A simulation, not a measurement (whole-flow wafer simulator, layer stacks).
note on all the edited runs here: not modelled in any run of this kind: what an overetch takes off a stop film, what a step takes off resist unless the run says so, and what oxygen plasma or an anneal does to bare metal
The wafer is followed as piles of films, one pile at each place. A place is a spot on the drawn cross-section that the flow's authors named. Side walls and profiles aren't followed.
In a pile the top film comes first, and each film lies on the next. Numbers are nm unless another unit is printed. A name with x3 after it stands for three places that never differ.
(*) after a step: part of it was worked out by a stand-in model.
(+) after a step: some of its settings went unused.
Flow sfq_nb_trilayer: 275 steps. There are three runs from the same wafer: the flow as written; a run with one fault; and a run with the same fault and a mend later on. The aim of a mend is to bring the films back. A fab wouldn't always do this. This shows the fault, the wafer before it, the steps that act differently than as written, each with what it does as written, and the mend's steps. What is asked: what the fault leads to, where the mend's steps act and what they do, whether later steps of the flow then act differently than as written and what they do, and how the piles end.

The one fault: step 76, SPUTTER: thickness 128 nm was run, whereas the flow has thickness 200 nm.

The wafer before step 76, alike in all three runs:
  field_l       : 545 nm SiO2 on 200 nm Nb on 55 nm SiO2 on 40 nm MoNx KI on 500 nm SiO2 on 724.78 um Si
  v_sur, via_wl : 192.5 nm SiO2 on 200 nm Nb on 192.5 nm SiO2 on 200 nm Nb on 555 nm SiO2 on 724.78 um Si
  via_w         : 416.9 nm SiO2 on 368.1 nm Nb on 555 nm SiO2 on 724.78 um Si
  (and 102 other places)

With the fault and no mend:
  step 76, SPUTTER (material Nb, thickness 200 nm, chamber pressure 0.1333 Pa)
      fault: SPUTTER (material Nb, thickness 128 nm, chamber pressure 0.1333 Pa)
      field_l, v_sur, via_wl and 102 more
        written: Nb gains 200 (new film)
        fault: Nb gains 128 (new film)
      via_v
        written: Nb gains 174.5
        fault: Nb gains 112.5
  Steps further on in the flow that do not act as written (not shown: 4 more steps that differ only slightly, by at most 2% or 0.5 nm, whichever is larger):
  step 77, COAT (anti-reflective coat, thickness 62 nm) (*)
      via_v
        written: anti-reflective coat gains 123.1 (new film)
        fault: anti-reflective coat gains 120 (new film)
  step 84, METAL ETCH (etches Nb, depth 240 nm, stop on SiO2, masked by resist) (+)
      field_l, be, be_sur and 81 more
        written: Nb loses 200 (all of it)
        fault: Nb loses 128 (all of it)
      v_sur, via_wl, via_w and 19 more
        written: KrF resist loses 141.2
        fault: KrF resist loses 112.9
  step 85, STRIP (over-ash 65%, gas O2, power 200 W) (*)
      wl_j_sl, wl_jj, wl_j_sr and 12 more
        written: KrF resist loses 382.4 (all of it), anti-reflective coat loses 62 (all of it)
        fault: KrF resist loses 410.6 (all of it), anti-reflective coat loses 62 (all of it)
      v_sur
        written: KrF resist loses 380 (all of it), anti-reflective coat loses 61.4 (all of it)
        fault: KrF resist loses 408.3 (all of it), anti-reflective coat loses 61.4 (all of it)
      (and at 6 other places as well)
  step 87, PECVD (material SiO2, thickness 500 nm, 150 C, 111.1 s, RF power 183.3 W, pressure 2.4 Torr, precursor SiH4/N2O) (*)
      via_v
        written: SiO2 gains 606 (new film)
        fault: SiO2 gains 588.3 (new film)
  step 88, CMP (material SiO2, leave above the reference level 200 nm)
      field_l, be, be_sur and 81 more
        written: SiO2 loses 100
        fault: SiO2 loses 172
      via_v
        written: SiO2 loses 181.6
        fault: SiO2 loses 173.8
  At field_l, v_sur, via_wl and 103 more, the piles at the end differ from the flow's by more than 2% or 0.5 nm, whichever is larger.
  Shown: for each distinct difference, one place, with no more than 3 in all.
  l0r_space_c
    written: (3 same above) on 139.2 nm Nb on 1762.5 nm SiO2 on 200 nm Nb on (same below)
    fault: (3 same above) on 139.2 nm Nb on 1690.5 nm SiO2 on 200 nm Nb on (same below)
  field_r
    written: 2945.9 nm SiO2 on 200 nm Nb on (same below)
    fault: 2873.9 nm SiO2 on 200 nm Nb on (same below)
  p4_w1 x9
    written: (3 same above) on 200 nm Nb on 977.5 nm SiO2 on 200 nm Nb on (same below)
    fault: (3 same above) on 200 nm Nb on 905.5 nm SiO2 on 200 nm Nb on (same below)

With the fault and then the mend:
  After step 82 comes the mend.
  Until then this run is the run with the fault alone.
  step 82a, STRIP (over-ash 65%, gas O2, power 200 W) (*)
      p4_fl x3, p4_w1 x9, p4_g1 x2 and 48 more
        anti-reflective coat loses 62 (all of it)
      wl_j_sl, wl_jj, wl_j_sr and 12 more
        KrF resist loses 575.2 (all of it), anti-reflective coat loses 62 (all of it)
      moat, field_r, lsp_l and 6 more
        anti-reflective coat loses 61.8 (all of it)
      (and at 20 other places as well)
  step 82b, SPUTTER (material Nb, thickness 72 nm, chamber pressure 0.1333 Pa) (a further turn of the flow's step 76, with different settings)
      field_l, v_sur, via_wl and 102 more
        Nb gains 72
      via_v
        Nb gains 57.9
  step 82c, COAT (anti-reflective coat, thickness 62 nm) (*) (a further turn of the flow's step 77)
      p4_fl x3, p4_w1 x9, p4_g1 x2 and 63 more
        anti-reflective coat gains 62 (new film)
      moat, field_r, lsp_l and 6 more
        anti-reflective coat gains 61.8 (new film)
      be_r, r_sur, res, r_end
        anti-reflective coat gains 61.7 (new film)
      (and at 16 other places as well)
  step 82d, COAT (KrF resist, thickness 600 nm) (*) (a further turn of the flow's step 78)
      p4_fl x3, p4_w1 x9, p4_g1 x2 and 63 more
        KrF resist gains 600 (new film)
      field_r, lsp_l, ln_m5, l0v
        KrF resist gains 599.5 (new film)
      lsp_m, ln_m6, lsp_r, l0_sur
        KrF resist gains 599.6 (new film)
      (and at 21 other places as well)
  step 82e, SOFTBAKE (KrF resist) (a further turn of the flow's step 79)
      leaves every film unchanged at each place that is followed
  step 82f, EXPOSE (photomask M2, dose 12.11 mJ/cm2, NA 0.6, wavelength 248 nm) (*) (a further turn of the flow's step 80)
      leaves every film unchanged at each place that is followed
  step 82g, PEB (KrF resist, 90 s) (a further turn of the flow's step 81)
      field_l, v_sur, via_wl and 97 more
        KrF resist loses 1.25
      via_w, via_wr, via_sp, wire, be
        KrF resist loses 1.24
      via_v
        KrF resist loses 1.6
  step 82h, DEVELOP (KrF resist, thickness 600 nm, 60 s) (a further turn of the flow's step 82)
      p4_fl x3, p4_w1 x9, p4_g1 x2 and 48 more
        KrF resist loses 598.7 (all of it)
      v_sur, via_wl, via_w and 19 more
        KrF resist loses 23.5
      lsp_l, ln_m5, lsp_m, ln_m6, lsp_r, l0_sur, l0v
        KrF resist loses 598.3 (all of it)
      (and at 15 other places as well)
  Every later step of the flow that is run acts as written, at every place that is followed, to within 2% or 0.5 nm, whichever is larger.
  When the end is reached, the piles differ only a little from the flow's at the places that both follow, at most by 2% or 0.5 nm, whichever is larger.
